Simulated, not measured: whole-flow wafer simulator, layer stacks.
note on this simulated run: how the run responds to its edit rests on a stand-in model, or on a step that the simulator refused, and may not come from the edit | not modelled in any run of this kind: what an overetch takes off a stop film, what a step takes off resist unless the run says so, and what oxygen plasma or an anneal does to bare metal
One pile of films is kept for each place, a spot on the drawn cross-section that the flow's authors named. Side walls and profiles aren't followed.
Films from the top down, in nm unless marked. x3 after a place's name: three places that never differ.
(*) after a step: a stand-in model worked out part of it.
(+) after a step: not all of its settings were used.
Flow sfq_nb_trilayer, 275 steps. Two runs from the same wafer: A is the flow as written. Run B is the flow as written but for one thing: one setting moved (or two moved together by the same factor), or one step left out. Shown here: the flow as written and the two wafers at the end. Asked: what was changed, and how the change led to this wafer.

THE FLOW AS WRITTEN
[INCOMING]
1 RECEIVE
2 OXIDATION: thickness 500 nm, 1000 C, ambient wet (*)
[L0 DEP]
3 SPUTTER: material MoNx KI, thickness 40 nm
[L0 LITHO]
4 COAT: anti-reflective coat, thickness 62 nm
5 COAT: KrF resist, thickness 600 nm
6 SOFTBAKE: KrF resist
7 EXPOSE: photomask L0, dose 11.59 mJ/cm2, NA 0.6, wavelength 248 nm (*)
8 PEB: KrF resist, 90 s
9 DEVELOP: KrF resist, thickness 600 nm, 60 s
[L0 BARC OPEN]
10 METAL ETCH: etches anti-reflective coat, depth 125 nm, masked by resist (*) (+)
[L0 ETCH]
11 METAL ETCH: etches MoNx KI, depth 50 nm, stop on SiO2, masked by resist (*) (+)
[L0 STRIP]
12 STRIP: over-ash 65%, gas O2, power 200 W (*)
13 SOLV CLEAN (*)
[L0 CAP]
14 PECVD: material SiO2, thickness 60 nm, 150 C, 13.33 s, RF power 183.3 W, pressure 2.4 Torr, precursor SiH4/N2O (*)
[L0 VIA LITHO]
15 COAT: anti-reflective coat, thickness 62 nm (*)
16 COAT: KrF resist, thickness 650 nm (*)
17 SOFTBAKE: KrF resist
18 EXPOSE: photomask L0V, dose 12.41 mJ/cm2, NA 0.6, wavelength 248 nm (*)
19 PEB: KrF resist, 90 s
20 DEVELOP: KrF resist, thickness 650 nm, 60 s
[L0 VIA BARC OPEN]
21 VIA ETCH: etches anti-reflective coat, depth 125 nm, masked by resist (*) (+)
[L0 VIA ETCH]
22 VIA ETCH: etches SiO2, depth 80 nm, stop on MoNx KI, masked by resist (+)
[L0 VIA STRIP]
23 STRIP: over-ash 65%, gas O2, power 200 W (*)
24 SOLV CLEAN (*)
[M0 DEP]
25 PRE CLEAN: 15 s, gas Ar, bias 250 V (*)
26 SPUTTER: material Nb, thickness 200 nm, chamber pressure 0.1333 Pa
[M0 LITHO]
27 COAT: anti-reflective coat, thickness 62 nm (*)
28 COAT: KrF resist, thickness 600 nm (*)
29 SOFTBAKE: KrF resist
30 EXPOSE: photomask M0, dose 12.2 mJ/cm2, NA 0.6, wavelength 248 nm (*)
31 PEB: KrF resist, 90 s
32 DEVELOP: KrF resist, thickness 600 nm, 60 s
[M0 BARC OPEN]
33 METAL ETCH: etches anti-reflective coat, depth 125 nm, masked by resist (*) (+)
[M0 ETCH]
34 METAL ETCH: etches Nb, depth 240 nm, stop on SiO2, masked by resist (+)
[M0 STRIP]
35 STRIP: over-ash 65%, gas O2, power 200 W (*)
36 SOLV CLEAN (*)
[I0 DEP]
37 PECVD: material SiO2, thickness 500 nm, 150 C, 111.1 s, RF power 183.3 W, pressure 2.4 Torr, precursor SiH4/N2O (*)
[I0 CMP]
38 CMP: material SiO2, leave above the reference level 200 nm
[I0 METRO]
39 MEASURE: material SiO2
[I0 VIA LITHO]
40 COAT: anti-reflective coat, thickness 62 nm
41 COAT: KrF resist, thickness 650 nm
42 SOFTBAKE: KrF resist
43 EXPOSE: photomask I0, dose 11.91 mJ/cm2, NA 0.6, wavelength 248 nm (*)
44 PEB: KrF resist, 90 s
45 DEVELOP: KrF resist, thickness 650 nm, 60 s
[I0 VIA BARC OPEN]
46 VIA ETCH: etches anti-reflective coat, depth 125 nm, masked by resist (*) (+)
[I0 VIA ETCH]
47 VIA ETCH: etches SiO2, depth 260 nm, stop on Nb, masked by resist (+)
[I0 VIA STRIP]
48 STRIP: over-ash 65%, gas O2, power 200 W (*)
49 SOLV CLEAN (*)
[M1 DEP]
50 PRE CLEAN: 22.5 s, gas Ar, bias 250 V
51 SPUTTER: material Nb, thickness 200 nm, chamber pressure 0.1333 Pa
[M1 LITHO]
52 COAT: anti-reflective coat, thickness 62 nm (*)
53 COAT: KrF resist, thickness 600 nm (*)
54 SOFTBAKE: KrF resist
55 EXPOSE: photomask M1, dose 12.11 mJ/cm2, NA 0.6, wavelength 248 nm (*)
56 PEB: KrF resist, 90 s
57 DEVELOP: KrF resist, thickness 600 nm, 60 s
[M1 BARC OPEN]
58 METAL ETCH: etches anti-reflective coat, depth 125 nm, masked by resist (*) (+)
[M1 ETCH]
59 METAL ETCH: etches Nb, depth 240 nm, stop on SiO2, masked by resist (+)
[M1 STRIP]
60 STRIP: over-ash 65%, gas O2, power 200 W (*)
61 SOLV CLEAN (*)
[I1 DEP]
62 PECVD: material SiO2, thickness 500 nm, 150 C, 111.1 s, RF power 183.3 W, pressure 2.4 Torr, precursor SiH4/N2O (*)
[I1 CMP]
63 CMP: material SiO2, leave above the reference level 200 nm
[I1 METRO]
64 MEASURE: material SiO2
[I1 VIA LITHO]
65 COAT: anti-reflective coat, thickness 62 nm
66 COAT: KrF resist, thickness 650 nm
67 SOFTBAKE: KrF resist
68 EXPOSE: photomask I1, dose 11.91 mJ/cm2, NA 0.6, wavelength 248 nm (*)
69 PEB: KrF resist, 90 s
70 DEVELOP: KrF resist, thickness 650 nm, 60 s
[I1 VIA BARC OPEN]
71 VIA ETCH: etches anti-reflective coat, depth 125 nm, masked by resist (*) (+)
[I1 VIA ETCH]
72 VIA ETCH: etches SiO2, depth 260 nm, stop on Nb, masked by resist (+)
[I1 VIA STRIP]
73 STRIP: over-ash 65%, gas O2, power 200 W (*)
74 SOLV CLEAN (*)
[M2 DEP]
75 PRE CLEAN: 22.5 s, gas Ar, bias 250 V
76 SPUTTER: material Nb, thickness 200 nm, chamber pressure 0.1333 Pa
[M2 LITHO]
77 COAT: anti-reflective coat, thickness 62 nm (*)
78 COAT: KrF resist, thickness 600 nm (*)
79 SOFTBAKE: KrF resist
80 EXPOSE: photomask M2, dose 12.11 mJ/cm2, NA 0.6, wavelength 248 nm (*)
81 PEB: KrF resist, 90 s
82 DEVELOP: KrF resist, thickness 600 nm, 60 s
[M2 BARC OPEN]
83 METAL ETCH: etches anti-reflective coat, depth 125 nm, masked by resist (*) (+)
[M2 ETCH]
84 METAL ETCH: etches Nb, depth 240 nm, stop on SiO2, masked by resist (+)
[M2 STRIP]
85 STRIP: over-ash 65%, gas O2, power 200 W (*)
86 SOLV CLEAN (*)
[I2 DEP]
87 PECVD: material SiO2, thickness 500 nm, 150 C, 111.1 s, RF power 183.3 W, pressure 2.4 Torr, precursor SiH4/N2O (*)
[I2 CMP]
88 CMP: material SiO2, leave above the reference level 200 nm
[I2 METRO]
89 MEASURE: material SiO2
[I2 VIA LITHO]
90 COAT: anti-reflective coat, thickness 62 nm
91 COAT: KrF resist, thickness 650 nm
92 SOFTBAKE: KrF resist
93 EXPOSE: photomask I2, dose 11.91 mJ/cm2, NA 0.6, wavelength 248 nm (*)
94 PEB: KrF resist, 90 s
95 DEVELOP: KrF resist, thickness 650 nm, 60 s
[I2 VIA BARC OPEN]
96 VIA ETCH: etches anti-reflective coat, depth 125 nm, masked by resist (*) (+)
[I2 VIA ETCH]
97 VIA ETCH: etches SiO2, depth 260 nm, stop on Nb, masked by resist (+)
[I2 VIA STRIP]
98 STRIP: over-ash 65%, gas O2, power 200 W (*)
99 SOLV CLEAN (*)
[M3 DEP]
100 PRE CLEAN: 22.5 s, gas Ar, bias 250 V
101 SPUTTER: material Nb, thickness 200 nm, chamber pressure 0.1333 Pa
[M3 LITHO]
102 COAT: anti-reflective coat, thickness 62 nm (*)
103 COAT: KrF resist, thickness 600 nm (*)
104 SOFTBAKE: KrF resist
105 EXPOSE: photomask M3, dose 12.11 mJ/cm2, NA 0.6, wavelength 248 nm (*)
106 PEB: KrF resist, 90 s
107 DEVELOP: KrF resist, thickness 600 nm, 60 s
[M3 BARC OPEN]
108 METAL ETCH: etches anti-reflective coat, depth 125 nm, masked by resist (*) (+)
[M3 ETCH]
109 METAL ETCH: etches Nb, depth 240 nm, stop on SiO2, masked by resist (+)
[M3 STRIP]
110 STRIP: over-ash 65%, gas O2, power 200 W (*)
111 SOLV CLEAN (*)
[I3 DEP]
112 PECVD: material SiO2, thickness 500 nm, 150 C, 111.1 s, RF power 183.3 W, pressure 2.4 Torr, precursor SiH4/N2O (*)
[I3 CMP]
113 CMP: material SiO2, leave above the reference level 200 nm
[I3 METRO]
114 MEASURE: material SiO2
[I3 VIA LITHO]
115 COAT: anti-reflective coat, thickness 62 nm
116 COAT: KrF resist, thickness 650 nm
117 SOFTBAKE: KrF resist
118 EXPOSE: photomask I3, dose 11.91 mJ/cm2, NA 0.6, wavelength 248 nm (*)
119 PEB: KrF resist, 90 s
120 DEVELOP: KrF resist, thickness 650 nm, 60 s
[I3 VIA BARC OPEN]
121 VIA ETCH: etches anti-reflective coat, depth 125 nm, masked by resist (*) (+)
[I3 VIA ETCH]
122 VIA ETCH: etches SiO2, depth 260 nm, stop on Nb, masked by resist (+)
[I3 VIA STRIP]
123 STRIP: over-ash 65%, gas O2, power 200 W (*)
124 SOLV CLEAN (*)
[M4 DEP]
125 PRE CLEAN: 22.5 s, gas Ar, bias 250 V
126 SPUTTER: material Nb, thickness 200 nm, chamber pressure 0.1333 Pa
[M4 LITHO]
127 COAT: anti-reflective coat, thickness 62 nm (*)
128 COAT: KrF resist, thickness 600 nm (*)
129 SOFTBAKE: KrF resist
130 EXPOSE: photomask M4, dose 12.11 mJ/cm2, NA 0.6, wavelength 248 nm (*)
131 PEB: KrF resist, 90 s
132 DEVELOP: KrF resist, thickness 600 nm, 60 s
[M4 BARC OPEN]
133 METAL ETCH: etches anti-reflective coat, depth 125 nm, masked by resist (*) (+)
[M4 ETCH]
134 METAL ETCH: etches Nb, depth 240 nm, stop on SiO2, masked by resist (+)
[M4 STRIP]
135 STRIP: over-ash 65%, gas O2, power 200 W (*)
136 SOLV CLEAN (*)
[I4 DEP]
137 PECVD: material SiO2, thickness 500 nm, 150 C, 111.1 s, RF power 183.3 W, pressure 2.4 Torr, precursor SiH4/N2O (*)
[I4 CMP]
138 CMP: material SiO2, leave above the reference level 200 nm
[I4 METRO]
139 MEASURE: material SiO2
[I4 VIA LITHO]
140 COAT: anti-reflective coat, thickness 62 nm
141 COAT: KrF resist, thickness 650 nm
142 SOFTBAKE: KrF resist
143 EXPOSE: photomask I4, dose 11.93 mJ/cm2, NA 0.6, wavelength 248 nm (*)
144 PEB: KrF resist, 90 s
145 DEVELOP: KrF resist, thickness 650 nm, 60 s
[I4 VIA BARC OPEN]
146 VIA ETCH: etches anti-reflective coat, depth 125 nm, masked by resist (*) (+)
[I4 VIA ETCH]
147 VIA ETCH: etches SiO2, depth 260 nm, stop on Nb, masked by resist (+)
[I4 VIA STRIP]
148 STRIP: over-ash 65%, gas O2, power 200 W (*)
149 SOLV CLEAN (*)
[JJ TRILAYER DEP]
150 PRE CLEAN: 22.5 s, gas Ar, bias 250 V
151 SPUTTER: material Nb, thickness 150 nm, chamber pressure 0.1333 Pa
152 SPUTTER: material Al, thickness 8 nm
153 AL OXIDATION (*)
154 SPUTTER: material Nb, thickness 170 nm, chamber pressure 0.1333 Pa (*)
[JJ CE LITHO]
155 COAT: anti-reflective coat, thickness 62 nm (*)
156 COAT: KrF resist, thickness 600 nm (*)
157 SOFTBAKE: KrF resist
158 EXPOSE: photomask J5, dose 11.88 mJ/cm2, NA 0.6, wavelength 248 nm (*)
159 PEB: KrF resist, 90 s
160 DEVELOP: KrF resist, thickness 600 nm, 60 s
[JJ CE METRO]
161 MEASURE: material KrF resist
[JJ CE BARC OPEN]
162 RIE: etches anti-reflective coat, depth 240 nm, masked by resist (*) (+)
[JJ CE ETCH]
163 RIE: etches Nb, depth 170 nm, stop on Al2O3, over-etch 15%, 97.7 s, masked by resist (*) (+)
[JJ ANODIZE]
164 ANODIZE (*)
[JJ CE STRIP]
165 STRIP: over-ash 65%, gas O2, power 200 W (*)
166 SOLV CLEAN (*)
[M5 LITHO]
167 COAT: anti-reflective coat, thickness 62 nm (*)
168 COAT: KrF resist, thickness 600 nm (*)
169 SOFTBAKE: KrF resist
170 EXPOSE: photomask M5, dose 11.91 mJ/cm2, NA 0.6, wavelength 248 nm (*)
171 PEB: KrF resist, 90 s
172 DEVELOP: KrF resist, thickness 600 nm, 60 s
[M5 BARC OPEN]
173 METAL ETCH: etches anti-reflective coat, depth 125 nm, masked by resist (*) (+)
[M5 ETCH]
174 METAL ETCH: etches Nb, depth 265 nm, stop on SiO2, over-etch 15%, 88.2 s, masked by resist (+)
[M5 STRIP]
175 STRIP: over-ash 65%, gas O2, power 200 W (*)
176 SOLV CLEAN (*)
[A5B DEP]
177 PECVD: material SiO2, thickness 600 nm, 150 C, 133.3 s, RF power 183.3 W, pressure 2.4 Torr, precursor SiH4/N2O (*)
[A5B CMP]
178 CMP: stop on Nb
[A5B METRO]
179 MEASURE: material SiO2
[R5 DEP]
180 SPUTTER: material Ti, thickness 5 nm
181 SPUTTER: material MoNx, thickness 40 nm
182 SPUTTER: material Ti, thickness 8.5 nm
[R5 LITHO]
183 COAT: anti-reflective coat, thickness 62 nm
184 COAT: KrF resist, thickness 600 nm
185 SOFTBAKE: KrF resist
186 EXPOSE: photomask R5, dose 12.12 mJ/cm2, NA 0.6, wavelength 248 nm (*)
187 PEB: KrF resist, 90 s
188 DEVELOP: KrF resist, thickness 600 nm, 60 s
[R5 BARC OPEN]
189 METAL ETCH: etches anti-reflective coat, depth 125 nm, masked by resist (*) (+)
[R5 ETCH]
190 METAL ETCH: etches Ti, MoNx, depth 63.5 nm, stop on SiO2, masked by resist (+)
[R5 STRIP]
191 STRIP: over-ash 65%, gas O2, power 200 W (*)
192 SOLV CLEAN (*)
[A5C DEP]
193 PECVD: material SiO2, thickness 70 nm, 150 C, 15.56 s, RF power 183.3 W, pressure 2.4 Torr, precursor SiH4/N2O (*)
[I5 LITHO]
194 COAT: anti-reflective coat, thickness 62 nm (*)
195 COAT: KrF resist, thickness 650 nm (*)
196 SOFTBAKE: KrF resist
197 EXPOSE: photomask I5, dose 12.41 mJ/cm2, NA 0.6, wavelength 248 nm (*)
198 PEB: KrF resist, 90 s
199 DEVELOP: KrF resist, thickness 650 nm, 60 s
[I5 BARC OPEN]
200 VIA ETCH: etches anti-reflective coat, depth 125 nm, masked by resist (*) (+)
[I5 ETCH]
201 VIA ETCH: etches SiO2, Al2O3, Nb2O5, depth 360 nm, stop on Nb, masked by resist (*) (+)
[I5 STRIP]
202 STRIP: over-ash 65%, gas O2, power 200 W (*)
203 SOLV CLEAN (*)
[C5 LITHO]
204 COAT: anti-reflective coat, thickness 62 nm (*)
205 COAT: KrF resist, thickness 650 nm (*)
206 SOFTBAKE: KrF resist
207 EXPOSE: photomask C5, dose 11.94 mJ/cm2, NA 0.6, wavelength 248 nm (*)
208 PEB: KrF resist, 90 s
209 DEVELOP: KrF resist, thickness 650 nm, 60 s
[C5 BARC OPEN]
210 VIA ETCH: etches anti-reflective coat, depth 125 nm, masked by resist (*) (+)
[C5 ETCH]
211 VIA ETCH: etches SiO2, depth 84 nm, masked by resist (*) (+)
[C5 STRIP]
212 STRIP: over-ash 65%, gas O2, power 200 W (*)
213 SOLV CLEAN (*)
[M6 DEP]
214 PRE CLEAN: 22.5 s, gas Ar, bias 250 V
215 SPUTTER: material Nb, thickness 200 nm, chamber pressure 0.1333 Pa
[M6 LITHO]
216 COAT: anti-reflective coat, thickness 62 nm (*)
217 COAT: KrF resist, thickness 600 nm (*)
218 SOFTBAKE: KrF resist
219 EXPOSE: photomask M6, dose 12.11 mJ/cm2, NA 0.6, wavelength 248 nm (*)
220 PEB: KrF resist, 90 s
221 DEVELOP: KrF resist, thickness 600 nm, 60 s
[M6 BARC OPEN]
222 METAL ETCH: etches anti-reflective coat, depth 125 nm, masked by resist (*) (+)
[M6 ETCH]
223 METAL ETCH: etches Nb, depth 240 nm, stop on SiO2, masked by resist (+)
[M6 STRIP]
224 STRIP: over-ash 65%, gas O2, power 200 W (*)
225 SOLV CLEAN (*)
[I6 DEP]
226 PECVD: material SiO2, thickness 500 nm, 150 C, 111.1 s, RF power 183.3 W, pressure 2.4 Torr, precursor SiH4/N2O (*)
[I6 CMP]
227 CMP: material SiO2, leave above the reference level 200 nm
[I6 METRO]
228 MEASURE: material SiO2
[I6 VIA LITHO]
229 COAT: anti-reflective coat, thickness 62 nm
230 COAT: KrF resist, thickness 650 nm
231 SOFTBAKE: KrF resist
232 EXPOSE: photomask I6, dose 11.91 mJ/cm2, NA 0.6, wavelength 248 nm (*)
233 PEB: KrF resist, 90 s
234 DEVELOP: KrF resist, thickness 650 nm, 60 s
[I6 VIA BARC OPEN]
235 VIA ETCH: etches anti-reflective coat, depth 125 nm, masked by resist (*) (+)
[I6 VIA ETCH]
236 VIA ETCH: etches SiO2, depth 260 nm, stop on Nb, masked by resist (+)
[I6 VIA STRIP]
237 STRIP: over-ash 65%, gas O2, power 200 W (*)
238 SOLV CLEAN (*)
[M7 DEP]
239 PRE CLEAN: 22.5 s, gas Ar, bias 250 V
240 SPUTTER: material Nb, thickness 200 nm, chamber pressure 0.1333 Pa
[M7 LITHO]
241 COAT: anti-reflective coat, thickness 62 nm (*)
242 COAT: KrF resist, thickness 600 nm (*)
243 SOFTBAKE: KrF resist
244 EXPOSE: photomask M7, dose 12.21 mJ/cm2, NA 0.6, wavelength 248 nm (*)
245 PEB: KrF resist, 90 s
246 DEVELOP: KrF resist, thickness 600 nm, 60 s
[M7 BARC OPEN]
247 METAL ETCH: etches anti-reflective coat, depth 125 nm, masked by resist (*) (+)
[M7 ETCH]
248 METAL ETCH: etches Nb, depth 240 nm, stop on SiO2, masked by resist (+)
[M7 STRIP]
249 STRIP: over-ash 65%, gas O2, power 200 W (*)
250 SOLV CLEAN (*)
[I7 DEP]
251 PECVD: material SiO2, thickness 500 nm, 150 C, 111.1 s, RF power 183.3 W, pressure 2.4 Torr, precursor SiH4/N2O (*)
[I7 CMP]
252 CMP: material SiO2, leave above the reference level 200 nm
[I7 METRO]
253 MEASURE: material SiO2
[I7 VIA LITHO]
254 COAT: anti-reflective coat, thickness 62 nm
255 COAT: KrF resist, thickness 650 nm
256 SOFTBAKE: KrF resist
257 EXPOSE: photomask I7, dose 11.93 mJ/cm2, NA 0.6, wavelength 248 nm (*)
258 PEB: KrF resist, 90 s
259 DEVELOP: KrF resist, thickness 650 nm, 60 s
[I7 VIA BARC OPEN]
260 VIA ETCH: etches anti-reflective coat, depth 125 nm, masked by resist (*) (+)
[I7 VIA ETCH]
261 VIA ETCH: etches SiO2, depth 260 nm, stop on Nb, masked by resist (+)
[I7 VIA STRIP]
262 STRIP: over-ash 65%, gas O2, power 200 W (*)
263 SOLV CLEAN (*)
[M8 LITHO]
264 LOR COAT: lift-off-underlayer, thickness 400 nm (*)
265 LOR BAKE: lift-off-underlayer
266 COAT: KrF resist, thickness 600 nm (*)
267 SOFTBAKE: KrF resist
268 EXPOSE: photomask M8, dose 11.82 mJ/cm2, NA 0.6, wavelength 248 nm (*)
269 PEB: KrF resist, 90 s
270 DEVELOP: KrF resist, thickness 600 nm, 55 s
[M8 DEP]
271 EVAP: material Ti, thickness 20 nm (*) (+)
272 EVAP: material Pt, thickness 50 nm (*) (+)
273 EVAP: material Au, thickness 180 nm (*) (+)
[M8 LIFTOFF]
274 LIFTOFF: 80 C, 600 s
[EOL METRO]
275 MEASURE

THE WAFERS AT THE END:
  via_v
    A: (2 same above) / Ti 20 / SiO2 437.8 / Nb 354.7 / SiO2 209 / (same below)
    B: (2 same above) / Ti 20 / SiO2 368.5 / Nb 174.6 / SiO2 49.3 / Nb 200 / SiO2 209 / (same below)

The cause: step 236, VIA ETCH: depth 143 nm was run, where the flow has depth 260 nm.

How the change led to this, step by step:
  236 VIA ETCH: etches SiO2, depth 260 nm, stop on Nb, masked by resist (+)
      via_v: A SiO2 -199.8 (all of it) | B SiO2 -143
      field_l, v_sur, via_wl and 102 more: A KrF resist -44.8 | B KrF resist -24.7
  237 STRIP: over-ash 65%, gas O2, power 200 W (*)
      field_l, v_sur, via_wl and 102 more: A KrF resist -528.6 (all of it), anti-reflective coat -62 (all of it) | B KrF resist -548.8 (all of it), anti-reflective coat -62 (all of it)
  239 PRE CLEAN: 22.5 s, gas Ar, bias 250 V
      via_v: A Nb -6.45 | B SiO2 -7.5
  240 SPUTTER: material Nb, thickness 200 nm, chamber pressure 0.1333 Pa
      via_v: A Nb +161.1 | B Nb +174.6 (new film)
  241 COAT: anti-reflective coat, thickness 62 nm (*)
      via_v: A anti-reflective coat +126 (new film) | B anti-reflective coat +112.3 (new film)
  242 COAT: KrF resist, thickness 600 nm (*)
      via_v: A KrF resist +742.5 (new film) | B KrF resist +695.9 (new film)
  249 STRIP: over-ash 65%, gas O2, power 200 W (*)
      via_v: A KrF resist -524.5 (all of it), anti-reflective coat -126 (all of it) | B KrF resist -478.1 (all of it), anti-reflective coat -112.3 (all of it)
  251 PECVD: material SiO2, thickness 500 nm, 150 C, 111.1 s, RF power 183.3 W, pressure 2.4 Torr, precursor SiH4/N2O (*)
      via_v: A SiO2 +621 (new film) | B SiO2 +525.6 (new film)
  252 CMP: material SiO2, leave above the reference level 200 nm
      via_v: A SiO2 -183.1 | B SiO2 -157.1
Counting metal films that touch as one body, via_v has 7 bodies (between them, from the top down: SiO2 368.5; SiO2 49.3; SiO2 209 / Al2O3 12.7 / Nb2O5 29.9; SiO2 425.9; SiO2 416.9; SiO2 192.5); the flow as written gives 6 bodies (between them, from the top down: SiO2 437.8; SiO2 209 / Al2O3 12.7 / Nb2O5 29.9; SiO2 425.9; SiO2 416.9; SiO2 192.5).
